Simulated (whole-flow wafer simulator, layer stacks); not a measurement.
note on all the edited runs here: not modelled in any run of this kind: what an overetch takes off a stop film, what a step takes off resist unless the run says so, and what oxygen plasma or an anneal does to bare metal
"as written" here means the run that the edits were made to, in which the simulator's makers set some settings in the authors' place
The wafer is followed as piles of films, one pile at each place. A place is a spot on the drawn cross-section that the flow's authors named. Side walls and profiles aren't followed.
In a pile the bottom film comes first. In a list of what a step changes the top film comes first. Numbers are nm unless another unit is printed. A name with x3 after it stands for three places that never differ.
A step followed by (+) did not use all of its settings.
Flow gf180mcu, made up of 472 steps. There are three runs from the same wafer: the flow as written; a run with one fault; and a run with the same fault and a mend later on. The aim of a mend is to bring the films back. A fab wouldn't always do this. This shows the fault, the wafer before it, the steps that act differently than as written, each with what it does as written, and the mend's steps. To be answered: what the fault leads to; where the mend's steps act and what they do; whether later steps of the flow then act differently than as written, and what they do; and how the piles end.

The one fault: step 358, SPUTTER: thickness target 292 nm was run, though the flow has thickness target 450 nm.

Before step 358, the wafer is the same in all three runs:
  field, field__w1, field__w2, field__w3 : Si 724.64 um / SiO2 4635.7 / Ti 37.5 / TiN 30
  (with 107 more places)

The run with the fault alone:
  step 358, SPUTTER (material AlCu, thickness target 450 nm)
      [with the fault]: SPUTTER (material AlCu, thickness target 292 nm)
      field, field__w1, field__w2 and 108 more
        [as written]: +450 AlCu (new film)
        [with the fault]: +292 AlCu (new film)
  Later steps of the flow acting differently than as written:
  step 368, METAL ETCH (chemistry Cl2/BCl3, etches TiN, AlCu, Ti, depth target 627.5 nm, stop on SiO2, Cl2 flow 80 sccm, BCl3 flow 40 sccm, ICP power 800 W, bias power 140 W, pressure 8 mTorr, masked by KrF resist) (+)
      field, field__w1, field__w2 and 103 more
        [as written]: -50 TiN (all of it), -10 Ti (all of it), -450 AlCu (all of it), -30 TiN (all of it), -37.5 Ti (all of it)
        [with the fault]: -50 TiN (all of it), -10 Ti (all of it), -292 AlCu (all of it), -30 TiN (all of it), -37.5 Ti (all of it)
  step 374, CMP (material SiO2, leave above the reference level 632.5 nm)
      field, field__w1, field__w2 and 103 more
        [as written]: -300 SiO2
        [with the fault]: -458 SiO2
  The piles end different from the flow's at field__w4, field__w8, active and 60 more by more than 2% or 0.5 nm, whichever is larger.
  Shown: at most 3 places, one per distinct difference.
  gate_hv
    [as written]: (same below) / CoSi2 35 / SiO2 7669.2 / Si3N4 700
    [with the fault]: (same below) / CoSi2 35 / SiO2 7511.2 / Si3N4 700
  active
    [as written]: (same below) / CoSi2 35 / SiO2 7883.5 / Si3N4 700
    [with the fault]: (same below) / CoSi2 35 / SiO2 7725.5 / Si3N4 700
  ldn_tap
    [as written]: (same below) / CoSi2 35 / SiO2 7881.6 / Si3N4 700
    [with the fault]: (same below) / CoSi2 35 / SiO2 7723.6 / Si3N4 700

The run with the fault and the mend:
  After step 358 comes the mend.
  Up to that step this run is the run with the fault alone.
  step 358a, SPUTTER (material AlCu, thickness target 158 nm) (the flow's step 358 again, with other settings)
      field, field__w1, field__w2 and 108 more
        +158 AlCu
  None of the later steps of the flow acts differently than as written at any place that is followed.
  The piles end the same as the flow's at every place that both follow.
